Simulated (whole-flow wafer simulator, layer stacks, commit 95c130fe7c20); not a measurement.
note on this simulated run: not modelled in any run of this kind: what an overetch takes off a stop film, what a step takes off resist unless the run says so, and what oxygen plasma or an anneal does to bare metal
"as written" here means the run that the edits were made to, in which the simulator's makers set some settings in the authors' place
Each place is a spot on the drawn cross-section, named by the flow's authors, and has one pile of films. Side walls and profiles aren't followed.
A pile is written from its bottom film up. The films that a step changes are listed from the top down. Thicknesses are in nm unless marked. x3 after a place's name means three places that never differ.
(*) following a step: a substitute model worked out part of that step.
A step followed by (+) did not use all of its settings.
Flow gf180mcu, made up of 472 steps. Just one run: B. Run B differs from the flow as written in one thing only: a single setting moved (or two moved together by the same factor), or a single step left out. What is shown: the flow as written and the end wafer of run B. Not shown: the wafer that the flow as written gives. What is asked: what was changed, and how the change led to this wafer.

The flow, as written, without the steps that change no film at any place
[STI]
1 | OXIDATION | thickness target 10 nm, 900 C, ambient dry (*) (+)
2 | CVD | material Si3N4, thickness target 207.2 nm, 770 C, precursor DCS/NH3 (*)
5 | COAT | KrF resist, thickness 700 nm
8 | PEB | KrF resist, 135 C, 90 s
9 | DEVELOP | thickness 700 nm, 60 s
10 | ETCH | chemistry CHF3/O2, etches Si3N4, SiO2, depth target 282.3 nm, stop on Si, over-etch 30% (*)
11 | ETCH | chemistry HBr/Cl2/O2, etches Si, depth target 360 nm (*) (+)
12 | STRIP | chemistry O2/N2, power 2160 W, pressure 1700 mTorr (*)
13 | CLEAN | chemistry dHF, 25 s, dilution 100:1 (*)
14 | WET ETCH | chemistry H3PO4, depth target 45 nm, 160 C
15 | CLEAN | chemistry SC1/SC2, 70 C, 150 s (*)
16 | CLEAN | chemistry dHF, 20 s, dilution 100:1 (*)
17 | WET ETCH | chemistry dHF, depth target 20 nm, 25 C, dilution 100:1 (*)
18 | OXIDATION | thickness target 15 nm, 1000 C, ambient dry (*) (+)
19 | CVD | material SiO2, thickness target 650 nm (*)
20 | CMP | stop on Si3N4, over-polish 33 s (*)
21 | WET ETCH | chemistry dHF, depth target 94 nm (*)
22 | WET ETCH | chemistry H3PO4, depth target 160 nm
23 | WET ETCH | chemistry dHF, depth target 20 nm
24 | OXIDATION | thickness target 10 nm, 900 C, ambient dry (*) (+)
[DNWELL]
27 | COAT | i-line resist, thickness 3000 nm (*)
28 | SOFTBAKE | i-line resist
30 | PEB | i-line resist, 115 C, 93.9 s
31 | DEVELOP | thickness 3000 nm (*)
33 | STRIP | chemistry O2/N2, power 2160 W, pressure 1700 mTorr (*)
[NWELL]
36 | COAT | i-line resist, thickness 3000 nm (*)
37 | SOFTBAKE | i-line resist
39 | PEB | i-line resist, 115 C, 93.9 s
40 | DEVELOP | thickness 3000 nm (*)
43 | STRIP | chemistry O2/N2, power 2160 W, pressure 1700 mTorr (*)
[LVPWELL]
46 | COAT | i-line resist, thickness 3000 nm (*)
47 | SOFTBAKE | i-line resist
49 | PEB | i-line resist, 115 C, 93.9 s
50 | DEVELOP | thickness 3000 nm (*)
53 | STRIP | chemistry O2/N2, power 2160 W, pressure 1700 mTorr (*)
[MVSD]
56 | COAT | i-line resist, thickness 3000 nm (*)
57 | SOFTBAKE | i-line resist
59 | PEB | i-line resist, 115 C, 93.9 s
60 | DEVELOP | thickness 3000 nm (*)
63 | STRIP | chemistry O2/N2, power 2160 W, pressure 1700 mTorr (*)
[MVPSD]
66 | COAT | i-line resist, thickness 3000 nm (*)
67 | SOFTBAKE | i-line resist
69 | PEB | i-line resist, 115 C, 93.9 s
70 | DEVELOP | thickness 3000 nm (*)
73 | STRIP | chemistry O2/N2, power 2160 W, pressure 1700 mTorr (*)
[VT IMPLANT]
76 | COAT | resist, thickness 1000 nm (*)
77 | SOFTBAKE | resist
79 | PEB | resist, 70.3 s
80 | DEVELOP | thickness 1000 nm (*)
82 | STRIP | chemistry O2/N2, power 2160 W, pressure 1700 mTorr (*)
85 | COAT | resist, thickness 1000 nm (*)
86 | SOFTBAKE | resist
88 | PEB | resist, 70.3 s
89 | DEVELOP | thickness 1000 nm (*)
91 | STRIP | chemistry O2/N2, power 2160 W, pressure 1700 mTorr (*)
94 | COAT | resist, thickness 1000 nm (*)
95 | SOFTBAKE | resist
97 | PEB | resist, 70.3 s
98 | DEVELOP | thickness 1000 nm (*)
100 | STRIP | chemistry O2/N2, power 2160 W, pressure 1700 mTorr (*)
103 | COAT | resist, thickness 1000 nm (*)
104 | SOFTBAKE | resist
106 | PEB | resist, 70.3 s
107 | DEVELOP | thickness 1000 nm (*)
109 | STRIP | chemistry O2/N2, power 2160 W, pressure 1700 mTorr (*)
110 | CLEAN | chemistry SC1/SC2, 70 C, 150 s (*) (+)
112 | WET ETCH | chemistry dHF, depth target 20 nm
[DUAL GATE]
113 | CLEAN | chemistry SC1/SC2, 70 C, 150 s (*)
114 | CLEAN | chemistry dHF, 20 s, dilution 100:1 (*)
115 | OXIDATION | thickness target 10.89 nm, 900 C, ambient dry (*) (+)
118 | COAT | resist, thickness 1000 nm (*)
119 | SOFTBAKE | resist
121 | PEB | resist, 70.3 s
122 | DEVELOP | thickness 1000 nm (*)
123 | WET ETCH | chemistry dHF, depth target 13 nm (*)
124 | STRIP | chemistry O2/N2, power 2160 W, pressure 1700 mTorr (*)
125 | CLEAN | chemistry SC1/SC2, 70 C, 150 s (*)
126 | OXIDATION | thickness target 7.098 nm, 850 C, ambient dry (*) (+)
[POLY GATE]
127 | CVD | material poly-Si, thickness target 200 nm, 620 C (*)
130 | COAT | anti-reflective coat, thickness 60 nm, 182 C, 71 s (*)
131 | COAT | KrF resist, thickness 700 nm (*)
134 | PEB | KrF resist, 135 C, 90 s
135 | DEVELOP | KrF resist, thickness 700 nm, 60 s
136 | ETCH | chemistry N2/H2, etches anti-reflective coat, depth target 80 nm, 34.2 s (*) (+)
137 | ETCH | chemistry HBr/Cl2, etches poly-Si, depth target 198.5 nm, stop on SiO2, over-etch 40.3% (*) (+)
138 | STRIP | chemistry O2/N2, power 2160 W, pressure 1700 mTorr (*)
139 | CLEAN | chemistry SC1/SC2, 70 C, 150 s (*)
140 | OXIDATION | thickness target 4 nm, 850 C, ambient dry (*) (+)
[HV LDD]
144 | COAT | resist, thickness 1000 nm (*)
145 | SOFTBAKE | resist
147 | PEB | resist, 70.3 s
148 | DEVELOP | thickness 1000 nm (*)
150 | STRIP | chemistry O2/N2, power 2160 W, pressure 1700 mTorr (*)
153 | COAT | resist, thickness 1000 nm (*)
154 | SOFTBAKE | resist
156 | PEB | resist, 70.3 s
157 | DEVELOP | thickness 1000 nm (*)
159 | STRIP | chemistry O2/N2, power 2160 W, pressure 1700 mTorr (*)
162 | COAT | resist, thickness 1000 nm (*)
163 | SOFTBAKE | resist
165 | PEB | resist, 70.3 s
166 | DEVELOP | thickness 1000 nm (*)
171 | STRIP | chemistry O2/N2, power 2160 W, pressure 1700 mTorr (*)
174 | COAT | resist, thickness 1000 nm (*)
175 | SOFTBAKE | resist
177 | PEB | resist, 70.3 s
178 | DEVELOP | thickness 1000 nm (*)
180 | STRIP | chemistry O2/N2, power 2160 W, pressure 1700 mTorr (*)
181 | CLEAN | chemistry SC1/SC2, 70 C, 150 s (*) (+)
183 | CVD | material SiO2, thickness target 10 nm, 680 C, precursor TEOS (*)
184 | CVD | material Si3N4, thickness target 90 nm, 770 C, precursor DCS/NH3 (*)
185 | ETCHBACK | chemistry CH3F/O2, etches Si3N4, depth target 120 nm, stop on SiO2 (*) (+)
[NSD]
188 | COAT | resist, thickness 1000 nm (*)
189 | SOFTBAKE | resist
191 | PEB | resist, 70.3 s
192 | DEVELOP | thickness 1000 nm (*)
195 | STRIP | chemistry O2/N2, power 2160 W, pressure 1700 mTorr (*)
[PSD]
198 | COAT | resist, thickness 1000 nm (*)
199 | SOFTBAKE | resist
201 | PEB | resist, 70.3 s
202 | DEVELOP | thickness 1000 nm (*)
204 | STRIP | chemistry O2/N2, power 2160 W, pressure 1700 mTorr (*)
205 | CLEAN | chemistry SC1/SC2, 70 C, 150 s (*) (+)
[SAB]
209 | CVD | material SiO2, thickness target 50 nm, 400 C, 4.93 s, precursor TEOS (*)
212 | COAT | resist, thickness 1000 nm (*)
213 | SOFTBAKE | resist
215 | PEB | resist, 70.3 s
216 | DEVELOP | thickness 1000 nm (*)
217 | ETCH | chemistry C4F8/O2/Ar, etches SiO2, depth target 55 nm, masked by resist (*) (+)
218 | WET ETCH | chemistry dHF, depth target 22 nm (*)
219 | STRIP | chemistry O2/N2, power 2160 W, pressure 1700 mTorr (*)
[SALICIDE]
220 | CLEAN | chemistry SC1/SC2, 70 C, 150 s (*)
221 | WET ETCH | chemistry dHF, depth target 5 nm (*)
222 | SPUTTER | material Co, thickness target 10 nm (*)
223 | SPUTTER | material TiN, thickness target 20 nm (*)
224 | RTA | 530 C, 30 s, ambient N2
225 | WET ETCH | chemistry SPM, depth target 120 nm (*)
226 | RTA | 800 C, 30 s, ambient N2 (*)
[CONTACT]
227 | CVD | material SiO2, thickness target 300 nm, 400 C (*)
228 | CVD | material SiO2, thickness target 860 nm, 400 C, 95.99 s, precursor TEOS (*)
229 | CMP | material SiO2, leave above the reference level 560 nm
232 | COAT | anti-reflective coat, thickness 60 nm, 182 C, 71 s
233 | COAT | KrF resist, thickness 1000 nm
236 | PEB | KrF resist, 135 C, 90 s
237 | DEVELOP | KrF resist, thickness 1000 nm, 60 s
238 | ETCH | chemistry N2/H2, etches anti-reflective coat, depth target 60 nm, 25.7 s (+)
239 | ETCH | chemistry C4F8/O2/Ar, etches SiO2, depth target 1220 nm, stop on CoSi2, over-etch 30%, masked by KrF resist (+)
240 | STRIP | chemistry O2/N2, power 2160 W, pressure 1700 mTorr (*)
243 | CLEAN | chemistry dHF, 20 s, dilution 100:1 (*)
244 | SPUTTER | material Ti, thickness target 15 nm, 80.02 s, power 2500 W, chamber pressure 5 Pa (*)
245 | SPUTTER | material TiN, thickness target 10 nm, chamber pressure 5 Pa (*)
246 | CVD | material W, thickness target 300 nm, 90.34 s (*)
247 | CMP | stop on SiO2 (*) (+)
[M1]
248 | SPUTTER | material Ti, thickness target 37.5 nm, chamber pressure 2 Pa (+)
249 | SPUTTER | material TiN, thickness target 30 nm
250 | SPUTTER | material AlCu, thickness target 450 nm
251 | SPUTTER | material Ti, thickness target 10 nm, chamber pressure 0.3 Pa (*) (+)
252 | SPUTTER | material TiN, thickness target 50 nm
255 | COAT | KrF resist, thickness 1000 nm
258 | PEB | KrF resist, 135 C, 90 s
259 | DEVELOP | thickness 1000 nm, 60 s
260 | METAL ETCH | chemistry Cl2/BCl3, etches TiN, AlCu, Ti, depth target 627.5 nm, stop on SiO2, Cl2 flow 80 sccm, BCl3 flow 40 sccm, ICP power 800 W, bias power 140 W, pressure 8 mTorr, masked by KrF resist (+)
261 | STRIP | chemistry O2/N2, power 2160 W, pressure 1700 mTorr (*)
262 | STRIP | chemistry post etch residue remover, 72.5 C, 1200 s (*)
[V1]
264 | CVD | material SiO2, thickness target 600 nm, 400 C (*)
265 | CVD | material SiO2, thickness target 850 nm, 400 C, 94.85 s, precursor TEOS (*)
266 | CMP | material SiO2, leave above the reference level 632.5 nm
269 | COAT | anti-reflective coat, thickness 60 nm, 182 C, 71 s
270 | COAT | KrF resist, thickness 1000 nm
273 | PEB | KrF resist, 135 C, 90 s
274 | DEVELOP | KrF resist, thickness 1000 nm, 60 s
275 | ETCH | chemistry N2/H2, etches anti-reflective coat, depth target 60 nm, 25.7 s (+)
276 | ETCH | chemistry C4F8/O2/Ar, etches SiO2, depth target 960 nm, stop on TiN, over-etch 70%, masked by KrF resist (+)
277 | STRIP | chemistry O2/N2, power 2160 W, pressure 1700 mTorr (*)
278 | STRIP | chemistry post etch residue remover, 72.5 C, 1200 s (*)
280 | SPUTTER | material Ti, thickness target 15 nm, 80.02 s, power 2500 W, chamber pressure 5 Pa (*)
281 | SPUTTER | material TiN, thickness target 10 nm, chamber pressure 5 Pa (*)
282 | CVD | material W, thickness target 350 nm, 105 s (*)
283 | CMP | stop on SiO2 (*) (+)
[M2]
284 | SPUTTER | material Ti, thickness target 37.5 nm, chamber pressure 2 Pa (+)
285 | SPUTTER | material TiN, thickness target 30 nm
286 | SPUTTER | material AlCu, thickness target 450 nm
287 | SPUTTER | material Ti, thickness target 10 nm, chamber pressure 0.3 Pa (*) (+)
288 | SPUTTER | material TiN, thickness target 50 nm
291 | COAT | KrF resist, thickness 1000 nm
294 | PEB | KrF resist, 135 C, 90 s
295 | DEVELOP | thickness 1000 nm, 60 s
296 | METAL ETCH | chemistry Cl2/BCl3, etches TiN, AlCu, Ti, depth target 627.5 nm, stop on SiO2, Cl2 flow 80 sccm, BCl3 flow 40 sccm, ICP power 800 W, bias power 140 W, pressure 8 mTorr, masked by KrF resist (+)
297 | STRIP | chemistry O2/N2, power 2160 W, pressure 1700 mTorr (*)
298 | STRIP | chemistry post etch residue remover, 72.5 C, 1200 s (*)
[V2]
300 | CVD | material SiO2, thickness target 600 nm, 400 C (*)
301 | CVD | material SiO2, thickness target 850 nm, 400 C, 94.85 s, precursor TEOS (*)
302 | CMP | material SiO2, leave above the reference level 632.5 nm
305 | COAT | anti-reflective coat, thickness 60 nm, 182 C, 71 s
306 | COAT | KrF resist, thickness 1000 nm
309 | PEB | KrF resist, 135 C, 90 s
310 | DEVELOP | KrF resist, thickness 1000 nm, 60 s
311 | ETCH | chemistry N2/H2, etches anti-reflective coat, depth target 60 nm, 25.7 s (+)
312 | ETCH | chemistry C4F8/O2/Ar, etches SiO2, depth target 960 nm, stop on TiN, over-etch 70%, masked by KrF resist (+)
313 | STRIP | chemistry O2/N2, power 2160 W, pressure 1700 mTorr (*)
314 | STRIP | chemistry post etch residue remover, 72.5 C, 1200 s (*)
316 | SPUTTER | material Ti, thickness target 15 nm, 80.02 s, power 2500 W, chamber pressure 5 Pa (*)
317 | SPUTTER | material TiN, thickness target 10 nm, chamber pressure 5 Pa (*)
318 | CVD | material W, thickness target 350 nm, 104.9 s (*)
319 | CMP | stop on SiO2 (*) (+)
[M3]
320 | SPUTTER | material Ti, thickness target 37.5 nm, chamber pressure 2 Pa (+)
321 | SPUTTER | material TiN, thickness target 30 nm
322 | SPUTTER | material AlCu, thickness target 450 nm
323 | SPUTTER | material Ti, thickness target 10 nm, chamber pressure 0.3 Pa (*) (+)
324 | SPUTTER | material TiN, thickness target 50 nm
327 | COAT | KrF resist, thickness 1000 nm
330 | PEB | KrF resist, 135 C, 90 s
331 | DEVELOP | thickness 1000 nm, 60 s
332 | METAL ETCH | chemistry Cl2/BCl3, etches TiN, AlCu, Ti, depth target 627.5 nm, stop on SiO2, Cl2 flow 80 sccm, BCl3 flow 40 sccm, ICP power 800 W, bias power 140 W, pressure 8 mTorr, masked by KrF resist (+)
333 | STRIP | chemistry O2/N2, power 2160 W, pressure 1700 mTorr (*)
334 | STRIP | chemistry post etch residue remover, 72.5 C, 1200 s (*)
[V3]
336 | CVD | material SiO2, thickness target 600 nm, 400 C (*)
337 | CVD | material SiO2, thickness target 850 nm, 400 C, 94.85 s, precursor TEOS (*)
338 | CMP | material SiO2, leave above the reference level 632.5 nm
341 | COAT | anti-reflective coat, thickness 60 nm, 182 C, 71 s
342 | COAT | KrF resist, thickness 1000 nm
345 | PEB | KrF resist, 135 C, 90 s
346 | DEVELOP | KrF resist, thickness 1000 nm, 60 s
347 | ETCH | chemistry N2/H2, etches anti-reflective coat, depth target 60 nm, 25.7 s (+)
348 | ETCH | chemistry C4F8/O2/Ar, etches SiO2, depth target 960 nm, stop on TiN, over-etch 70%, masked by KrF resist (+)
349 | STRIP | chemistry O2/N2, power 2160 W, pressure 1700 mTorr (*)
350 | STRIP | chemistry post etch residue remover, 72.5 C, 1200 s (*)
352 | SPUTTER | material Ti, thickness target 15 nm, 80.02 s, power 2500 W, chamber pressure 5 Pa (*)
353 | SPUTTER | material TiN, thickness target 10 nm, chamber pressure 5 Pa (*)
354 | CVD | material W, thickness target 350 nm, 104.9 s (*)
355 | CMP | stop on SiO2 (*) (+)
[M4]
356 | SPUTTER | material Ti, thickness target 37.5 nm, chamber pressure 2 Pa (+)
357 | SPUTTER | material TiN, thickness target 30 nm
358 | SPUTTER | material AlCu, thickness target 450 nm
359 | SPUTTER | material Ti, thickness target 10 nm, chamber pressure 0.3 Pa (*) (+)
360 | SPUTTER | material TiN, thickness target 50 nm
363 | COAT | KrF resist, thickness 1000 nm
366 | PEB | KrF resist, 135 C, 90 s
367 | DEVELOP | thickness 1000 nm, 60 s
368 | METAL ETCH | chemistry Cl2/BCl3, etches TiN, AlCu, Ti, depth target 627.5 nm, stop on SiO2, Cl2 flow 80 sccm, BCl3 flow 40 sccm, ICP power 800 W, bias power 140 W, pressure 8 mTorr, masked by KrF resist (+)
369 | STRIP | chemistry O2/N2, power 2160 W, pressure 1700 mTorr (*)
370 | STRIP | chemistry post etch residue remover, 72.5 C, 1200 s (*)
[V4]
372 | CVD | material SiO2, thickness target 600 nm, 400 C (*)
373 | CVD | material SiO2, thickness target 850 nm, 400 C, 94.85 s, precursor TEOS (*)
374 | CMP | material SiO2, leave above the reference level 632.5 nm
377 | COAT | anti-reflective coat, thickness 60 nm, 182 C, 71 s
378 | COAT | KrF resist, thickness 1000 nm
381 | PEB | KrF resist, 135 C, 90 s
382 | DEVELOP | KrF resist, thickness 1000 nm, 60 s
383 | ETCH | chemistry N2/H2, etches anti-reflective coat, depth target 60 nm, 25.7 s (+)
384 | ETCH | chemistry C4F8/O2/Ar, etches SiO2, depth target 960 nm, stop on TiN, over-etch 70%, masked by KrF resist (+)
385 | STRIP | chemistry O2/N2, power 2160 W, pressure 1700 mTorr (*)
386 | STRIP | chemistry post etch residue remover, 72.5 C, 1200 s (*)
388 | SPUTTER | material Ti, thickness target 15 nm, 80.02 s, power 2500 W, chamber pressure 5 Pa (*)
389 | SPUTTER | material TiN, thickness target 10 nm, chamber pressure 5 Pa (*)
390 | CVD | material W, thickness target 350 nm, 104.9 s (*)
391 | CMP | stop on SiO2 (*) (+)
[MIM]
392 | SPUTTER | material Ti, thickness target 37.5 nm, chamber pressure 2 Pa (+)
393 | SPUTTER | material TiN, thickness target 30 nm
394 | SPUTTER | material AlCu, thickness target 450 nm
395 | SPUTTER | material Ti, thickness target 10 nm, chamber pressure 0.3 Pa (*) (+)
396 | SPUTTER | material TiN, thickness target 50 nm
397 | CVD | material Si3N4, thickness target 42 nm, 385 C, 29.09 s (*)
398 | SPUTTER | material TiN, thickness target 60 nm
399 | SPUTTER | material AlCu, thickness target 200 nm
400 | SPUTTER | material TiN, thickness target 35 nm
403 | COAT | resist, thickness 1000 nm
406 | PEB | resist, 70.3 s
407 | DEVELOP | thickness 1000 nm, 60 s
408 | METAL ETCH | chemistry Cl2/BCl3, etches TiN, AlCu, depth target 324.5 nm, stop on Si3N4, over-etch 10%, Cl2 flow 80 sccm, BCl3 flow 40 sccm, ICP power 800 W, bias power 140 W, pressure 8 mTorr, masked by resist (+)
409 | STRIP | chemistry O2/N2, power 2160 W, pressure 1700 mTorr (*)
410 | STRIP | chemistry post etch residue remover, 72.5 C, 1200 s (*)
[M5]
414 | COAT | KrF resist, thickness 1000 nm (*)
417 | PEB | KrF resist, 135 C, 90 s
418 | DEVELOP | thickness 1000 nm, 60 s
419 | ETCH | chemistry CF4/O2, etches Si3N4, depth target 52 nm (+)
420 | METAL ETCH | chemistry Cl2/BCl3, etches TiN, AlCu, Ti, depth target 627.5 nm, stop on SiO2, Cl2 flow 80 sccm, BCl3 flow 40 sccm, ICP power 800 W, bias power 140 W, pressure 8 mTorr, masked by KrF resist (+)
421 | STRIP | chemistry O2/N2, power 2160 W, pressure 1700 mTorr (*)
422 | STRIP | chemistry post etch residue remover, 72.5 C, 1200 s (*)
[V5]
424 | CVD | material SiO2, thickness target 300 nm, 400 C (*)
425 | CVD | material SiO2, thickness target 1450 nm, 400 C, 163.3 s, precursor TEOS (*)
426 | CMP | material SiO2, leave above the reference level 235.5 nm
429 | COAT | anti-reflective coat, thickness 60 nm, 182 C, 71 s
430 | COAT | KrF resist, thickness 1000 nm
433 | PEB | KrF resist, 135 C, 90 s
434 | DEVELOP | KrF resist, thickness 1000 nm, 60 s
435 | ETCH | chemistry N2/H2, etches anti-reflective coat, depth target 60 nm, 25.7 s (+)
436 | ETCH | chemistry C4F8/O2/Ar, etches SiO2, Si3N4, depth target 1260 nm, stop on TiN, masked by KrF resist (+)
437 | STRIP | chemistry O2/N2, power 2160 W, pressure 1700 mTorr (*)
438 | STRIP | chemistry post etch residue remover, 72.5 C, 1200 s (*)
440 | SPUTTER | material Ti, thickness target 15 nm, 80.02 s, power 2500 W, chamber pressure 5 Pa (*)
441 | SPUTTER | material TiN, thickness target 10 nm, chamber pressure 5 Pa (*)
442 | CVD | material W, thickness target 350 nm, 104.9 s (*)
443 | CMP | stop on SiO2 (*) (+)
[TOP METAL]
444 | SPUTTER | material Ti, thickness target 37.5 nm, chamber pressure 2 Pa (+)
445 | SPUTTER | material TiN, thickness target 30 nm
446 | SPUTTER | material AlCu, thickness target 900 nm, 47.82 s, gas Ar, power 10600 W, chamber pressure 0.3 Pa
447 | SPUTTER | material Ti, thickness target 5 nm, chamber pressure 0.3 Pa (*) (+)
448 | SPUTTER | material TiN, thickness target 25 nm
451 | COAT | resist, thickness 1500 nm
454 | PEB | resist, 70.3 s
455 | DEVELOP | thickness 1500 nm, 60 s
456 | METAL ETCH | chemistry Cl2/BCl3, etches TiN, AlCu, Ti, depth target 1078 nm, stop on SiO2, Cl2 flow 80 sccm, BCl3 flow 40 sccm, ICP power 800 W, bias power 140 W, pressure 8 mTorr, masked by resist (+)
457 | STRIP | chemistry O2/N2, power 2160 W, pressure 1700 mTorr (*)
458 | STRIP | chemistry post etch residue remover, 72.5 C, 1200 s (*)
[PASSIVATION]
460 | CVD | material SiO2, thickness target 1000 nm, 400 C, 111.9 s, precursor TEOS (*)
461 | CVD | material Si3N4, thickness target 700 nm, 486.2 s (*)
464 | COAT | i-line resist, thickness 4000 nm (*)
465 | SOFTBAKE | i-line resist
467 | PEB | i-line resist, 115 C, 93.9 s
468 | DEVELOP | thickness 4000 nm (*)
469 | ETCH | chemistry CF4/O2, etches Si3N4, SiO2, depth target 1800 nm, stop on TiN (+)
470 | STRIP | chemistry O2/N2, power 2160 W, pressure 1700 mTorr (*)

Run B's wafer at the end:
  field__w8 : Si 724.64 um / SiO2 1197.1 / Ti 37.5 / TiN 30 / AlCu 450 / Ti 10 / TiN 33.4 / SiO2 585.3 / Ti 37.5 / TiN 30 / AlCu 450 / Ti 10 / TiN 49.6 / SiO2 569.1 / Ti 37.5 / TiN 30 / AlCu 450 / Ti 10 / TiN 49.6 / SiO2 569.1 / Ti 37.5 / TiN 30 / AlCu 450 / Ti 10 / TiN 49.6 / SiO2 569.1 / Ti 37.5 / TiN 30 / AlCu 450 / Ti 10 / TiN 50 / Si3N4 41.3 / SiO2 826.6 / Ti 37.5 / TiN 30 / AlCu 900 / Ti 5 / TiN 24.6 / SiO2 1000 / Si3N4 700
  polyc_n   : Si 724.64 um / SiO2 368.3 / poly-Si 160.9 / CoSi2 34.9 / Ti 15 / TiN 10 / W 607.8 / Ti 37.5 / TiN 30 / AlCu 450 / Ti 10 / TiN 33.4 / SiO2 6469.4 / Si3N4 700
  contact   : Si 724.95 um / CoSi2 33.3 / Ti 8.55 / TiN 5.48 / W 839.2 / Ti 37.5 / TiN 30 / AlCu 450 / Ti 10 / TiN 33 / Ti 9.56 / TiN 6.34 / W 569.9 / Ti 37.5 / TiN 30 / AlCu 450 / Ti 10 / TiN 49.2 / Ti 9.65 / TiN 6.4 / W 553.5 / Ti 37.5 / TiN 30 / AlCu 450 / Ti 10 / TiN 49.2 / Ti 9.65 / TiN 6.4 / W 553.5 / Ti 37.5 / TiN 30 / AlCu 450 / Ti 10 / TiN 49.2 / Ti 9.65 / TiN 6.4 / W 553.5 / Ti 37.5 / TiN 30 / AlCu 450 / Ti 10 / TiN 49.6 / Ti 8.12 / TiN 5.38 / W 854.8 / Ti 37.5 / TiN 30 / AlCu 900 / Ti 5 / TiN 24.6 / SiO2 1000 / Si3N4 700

What caused this: step 252, SPUTTER: thickness target 33.8 nm was run, whereas the flow has thickness target 50 nm.

How this came from the change, step by step:
  252 | SPUTTER | material TiN, thickness target 50 nm
      field, field__w1, field__w2 and 108 more: +33.8 TiN (new film) (it would be, as written: +50 TiN (new film))
  260 | METAL ETCH | chemistry Cl2/BCl3, etches TiN, AlCu, Ti, depth target 627.5 nm, stop on SiO2, Cl2 flow 80 sccm, BCl3 flow 40 sccm, ICP power 800 W, bias power 140 W, pressure 8 mTorr, masked by KrF resist (+)
      field, field__w1, field__w2 and 99 more: -33.8 TiN (all of it), -10 Ti (all of it), -450 AlCu (all of it), -30 TiN (all of it), -37.5 Ti (all of it) (it would be, as written: -50 TiN (all of it), -10 Ti (all of it), -450 AlCu (all of it), -30 TiN (all of it), -37.5 Ti (all of it))
  276 | ETCH | chemistry C4F8/O2/Ar, etches SiO2, depth target 960 nm, stop on TiN, over-etch 70%, masked by KrF resist (+)
      contact: -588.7 SiO2 (all of it) (it would be, as written: -572.5 SiO2 (all of it))
